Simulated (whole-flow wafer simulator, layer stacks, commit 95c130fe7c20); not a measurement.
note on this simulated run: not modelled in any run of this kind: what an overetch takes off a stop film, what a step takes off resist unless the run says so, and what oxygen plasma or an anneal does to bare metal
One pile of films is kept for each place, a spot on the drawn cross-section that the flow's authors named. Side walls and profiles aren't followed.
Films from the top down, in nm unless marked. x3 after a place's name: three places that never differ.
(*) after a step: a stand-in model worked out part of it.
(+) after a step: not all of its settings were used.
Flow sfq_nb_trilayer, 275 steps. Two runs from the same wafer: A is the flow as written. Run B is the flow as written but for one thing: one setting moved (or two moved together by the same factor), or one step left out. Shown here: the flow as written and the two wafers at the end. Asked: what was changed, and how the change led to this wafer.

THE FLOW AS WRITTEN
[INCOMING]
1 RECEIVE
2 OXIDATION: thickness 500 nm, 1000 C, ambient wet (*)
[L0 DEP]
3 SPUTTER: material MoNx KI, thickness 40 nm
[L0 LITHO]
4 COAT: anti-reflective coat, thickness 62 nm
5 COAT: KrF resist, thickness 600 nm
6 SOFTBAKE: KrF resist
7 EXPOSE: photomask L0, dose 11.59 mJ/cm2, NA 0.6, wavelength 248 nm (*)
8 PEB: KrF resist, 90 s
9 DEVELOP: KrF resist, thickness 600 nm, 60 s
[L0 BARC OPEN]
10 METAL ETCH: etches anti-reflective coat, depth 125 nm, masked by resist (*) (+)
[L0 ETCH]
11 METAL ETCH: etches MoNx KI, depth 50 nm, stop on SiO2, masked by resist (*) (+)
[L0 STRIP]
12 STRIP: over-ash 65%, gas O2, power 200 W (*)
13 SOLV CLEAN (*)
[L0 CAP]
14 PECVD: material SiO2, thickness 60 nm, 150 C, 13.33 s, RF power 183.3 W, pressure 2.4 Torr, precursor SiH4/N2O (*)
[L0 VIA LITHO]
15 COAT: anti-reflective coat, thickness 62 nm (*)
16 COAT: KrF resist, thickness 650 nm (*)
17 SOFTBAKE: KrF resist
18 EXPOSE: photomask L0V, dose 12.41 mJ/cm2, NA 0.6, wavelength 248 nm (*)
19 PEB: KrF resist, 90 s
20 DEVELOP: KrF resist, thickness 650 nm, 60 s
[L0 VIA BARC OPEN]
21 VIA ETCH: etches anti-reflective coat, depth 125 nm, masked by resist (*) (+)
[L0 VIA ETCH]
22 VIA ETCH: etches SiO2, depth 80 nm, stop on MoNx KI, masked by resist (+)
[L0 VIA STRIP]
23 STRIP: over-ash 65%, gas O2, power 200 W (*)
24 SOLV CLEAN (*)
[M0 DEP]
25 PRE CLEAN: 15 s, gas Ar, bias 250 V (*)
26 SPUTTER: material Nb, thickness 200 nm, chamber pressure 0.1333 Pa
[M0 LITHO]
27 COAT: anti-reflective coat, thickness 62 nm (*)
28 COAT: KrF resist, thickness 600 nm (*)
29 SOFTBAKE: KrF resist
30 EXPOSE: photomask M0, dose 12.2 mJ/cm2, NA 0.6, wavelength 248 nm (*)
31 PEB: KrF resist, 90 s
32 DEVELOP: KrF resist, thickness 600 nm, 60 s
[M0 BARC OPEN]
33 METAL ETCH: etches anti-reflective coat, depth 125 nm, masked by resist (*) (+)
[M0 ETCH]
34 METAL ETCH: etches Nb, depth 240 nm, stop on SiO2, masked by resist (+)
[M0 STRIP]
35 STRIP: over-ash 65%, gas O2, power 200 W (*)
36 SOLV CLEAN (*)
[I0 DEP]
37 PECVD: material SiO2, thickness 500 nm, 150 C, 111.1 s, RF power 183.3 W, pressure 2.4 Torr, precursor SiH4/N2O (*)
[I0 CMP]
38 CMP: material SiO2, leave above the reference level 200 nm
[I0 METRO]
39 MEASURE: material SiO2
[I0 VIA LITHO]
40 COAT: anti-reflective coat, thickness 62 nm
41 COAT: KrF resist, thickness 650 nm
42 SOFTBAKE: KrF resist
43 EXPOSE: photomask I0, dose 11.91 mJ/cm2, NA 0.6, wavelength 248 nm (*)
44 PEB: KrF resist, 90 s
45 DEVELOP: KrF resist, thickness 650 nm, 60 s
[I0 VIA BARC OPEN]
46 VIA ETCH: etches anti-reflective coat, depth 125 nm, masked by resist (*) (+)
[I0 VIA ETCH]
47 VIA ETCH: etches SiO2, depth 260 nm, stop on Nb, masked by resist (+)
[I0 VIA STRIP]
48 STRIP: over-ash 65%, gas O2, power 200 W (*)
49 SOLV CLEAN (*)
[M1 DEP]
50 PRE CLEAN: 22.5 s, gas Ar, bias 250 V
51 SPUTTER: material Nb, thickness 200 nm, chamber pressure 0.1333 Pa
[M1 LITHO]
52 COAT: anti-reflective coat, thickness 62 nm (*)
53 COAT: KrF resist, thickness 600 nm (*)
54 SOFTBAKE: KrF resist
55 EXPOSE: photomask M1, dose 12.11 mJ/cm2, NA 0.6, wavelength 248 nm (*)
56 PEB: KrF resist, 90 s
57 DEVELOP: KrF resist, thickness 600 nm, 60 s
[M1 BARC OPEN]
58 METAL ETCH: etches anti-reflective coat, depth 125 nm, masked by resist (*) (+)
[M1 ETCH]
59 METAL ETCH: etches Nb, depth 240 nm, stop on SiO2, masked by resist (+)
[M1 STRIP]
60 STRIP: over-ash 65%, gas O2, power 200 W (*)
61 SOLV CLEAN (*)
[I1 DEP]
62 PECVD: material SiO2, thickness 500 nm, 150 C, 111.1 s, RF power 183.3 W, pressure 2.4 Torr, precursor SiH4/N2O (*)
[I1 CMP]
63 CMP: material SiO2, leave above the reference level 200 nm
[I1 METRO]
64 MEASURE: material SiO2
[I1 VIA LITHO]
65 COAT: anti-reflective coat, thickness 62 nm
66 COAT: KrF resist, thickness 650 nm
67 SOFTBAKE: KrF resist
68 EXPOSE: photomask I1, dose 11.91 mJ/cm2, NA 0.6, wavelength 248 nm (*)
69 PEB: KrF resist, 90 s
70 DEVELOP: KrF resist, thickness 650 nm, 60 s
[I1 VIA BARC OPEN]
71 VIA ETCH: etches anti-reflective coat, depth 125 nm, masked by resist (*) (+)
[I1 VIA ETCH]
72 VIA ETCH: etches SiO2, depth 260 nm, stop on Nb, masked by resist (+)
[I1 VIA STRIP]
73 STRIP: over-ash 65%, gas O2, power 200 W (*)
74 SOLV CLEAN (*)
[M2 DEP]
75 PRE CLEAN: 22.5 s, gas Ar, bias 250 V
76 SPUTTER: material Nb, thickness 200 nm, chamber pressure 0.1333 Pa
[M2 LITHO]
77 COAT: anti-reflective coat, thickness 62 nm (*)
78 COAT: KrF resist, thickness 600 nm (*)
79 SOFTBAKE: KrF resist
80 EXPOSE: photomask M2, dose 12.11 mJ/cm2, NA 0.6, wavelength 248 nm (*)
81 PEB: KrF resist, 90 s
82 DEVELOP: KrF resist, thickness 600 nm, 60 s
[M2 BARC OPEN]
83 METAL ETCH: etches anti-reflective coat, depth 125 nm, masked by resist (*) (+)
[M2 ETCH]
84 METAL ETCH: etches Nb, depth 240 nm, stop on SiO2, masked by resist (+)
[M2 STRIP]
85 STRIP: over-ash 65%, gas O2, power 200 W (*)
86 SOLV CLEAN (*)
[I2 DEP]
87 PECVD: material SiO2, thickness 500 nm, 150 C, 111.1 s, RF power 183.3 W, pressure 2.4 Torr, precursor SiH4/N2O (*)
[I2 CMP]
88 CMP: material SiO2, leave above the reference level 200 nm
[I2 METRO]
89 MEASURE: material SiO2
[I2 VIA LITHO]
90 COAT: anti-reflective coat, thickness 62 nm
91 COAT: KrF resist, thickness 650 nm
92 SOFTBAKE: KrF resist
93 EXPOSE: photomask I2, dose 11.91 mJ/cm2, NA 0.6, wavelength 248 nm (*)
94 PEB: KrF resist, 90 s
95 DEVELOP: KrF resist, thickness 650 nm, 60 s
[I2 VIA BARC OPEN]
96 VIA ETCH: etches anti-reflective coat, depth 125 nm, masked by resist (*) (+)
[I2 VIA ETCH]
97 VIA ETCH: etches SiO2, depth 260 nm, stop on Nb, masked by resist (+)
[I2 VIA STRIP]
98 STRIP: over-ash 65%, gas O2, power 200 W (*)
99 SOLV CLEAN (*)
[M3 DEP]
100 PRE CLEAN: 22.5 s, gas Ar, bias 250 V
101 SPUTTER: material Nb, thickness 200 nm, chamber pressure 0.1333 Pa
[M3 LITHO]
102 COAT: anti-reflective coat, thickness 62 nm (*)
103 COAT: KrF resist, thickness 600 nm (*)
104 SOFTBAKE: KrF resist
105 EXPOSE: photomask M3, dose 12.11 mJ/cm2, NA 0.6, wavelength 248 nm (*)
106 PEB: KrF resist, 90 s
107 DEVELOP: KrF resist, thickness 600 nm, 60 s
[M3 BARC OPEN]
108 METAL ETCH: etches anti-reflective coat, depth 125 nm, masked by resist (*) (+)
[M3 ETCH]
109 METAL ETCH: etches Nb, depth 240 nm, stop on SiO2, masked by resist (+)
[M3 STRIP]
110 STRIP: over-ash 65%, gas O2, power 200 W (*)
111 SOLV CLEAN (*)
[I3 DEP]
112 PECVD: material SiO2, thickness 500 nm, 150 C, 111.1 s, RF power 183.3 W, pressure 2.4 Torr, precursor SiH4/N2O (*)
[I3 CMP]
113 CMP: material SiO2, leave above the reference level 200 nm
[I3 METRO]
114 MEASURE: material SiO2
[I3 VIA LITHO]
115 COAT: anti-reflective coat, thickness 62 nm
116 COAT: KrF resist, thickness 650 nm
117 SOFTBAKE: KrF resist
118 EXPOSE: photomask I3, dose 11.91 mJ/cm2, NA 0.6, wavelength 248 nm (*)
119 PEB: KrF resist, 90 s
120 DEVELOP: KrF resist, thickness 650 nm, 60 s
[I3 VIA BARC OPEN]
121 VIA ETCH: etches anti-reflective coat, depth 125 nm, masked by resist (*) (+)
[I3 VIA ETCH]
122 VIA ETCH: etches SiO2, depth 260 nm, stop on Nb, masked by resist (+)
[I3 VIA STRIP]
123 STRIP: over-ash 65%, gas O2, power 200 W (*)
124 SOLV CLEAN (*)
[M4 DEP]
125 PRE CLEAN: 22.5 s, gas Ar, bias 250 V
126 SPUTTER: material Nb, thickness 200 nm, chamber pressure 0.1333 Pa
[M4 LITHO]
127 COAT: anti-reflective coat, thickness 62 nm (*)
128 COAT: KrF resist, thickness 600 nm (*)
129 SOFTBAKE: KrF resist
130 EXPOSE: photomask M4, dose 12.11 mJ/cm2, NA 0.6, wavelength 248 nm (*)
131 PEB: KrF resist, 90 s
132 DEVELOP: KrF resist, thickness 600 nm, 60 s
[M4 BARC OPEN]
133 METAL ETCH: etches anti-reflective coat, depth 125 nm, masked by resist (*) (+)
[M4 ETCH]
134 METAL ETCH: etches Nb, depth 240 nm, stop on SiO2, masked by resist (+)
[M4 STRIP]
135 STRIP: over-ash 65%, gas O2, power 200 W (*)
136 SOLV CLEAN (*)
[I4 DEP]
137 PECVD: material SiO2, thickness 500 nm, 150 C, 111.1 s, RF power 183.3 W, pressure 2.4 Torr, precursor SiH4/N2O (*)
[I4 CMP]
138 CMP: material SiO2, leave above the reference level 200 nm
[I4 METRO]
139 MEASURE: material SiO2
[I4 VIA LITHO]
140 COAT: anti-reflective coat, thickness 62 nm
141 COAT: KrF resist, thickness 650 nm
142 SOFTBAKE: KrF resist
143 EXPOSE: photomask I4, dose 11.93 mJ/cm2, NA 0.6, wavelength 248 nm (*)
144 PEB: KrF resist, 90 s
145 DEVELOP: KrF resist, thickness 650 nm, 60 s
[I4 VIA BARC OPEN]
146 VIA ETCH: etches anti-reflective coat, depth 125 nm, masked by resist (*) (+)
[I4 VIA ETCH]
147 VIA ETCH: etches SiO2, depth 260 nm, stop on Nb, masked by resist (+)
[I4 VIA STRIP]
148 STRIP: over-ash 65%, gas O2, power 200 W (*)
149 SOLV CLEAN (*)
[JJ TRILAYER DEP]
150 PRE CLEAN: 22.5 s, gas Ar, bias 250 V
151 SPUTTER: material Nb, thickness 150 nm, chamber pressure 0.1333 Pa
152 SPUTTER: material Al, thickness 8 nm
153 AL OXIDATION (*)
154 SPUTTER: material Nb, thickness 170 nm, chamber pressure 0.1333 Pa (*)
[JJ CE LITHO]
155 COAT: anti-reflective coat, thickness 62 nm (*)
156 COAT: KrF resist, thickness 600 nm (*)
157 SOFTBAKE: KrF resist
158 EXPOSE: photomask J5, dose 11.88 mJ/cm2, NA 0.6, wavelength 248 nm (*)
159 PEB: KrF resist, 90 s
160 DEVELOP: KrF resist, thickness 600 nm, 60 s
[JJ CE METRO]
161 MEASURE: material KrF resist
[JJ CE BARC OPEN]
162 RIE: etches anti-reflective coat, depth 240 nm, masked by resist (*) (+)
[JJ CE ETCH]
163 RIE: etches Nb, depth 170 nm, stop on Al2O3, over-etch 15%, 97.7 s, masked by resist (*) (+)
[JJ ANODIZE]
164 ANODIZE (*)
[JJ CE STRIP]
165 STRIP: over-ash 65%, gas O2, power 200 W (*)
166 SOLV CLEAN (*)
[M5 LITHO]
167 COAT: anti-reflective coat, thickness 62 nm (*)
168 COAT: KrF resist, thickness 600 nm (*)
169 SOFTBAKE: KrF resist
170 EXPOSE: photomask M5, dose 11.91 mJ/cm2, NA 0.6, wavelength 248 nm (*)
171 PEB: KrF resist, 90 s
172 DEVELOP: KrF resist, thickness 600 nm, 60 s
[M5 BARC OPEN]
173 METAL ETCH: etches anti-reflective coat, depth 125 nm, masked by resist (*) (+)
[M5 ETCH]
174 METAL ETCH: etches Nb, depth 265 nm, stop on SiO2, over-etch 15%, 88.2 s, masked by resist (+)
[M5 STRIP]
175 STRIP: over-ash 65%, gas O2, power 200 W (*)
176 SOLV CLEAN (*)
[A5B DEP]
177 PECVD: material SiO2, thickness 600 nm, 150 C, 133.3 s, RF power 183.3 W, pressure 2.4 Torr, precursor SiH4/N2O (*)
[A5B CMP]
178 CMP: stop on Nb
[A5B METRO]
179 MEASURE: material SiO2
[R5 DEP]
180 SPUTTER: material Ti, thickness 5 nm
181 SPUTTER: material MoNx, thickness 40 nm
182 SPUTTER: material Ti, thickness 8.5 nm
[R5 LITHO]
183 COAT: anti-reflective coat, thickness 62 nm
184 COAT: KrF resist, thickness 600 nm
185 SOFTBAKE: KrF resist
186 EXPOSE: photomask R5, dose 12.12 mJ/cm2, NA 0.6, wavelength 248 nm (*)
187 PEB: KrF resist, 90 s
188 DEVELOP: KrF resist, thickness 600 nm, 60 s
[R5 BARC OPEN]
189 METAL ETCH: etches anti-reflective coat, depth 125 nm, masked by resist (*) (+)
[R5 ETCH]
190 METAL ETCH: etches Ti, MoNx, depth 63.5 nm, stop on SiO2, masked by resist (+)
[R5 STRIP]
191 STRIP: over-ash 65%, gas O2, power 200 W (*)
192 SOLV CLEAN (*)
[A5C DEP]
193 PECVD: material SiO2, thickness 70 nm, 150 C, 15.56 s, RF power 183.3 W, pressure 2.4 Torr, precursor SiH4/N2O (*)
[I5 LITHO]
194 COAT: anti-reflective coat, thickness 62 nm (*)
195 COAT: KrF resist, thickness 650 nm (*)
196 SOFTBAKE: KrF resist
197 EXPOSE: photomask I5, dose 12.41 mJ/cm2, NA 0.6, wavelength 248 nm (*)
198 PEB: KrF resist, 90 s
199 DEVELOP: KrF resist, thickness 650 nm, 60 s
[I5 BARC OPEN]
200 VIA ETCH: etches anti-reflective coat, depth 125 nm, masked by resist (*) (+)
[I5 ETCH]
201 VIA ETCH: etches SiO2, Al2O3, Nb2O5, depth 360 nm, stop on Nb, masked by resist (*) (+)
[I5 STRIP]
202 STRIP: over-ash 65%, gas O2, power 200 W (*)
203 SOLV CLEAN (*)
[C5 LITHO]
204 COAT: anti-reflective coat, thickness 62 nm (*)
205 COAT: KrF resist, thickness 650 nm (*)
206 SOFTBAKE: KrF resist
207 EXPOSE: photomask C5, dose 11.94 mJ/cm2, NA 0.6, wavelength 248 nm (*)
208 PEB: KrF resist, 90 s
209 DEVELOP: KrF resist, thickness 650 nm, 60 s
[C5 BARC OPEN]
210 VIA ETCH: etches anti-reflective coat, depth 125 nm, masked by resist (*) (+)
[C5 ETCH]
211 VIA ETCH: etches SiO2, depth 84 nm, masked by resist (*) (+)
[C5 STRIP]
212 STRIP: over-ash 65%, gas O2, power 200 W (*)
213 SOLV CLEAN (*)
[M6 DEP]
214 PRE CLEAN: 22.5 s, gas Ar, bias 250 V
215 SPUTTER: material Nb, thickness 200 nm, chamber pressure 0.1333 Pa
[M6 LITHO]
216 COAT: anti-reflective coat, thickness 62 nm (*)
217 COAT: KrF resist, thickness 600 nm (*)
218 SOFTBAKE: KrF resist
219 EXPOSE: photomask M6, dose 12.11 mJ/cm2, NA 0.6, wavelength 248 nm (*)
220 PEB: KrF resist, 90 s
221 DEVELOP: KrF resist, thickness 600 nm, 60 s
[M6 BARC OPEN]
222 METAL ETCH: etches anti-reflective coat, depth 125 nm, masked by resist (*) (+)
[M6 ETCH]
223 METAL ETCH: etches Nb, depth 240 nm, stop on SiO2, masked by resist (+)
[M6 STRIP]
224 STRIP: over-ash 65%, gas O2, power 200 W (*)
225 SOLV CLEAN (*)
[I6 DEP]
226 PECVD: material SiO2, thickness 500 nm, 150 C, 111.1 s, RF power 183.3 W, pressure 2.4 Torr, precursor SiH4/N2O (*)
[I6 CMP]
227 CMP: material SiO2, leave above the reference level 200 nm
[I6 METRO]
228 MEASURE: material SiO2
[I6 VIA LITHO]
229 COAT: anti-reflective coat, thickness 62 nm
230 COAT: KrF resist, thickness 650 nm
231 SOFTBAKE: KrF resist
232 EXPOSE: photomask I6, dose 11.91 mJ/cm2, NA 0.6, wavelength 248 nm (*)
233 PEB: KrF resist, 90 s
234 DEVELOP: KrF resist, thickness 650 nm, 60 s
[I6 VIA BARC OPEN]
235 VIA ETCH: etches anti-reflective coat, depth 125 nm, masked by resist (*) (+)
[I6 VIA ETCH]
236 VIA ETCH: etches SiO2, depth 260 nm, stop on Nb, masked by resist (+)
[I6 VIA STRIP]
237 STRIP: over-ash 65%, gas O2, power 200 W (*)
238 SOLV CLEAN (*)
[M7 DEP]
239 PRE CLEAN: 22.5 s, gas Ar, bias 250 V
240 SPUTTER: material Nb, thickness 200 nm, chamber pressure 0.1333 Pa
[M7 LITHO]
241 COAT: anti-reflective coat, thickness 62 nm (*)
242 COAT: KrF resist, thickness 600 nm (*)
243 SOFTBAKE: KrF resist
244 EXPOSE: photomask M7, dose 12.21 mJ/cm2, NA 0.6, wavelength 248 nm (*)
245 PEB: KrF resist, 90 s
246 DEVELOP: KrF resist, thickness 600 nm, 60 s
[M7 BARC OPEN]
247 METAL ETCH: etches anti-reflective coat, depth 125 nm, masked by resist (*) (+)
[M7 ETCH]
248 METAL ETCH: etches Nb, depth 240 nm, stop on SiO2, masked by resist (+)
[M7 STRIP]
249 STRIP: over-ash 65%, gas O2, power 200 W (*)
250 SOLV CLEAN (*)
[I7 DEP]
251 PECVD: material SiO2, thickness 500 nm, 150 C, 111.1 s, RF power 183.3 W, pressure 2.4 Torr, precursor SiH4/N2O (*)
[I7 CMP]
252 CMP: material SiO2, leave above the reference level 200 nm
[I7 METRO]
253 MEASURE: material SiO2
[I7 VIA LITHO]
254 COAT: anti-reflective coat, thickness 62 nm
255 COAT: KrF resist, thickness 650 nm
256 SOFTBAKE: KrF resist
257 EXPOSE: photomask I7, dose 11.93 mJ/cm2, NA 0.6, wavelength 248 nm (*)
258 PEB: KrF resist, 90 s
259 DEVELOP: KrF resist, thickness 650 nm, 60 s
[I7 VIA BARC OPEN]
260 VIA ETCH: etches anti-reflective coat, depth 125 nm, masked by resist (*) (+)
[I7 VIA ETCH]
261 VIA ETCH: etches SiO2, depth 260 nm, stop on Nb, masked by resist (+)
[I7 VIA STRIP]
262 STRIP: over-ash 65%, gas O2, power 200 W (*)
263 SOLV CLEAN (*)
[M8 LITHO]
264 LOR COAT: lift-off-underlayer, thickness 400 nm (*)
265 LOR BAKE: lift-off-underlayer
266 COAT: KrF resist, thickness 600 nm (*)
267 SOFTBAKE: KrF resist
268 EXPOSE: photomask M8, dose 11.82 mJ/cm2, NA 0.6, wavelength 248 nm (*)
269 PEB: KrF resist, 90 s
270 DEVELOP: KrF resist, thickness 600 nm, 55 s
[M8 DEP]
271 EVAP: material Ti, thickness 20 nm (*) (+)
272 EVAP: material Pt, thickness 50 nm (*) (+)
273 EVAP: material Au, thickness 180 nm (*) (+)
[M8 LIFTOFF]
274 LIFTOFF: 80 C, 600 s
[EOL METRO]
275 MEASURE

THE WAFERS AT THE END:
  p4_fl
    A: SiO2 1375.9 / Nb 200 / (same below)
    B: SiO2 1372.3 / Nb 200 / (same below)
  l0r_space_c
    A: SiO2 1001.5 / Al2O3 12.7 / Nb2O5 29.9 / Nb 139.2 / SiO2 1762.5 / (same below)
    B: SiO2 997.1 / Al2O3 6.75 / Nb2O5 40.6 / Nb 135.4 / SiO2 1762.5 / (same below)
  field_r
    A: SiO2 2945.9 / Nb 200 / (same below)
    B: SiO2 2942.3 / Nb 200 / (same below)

The cause: step 152, SPUTTER: thickness 4.4 nm was run, where the flow has thickness 8 nm.

How the change led to this, step by step:
  152 SPUTTER: material Al, thickness 8 nm
      field_l, v_sur, via_sp and 100 more: A Al +8 (new film) | B Al +4.4 (new film)
      via_wl, via_wr: A Al +5.14 (new film) | B Al +2.83 (new film)
      (and at 1 more place)
  155 COAT: anti-reflective coat, thickness 62 nm (*)
      via_wl, via_wr: A anti-reflective coat +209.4 (new film) | B anti-reflective coat +204.8 (new film)
  162 RIE: etches anti-reflective coat, depth 240 nm, masked by resist (*) (+)
      ce_l, c5j, ce_r, wl_jj: A KrF resist -209.4 | B KrF resist -204.8
      via_wl, via_wr: A anti-reflective coat -209.4 (all of it) | B anti-reflective coat -204.8 (all of it)
  164 ANODIZE (*)
      field_l, v_sur, via_sp and 96 more: A Al2O3 +12.2, Nb2O5 +29.9 (new film), Al -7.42 (all of it), Nb -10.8 | B Al2O3 +6.3, Nb2O5 +40.6 (new film), Al -3.82 (all of it), Nb -14.6
      via_wl, via_wr: A Al2O3 +7.52 (new film), Nb2O5 +39.2 (new film), Al -4.56 (all of it), Nb -14.1 | B Al2O3 +3.71 (new film), Nb2O5 +46 (new film), Al -2.25 (all of it), Nb -16.5
      (and at 1 more place)
  174 METAL ETCH: etches Nb, depth 265 nm, stop on SiO2, over-etch 15%, 88.2 s, masked by resist (+)
      field_l, r_sur, res and 49 more: A Al2O3 -12.6 (all of it), Nb2O5 -29.9 (all of it), Nb -139.2 (all of it), SiO2 -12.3 | B Al2O3 -6.69 (all of it), Nb2O5 -40.6 (all of it), Nb -135.4 (all of it), SiO2 -12.2
      wl_a_sl: A Al2O3 -12.6 (all of it), Nb2O5 -29.9 (all of it), Nb -139.2 (all of it), SiO2 -12.3 | B Al2O3 -6.68 (all of it), Nb2O5 -40.6 (all of it), Nb -135.4 (all of it), SiO2 -12.2
  201 VIA ETCH: etches SiO2, Al2O3, Nb2O5, depth 360 nm, stop on Nb, masked by resist (*) (+)
      be: A SiO2 -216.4 (all of it), Al2O3 -12.7 (all of it), Nb2O5 -29.9 (all of it) | B SiO2 -211.9 (all of it), Al2O3 -6.75 (all of it), Nb2O5 -40.6 (all of it)
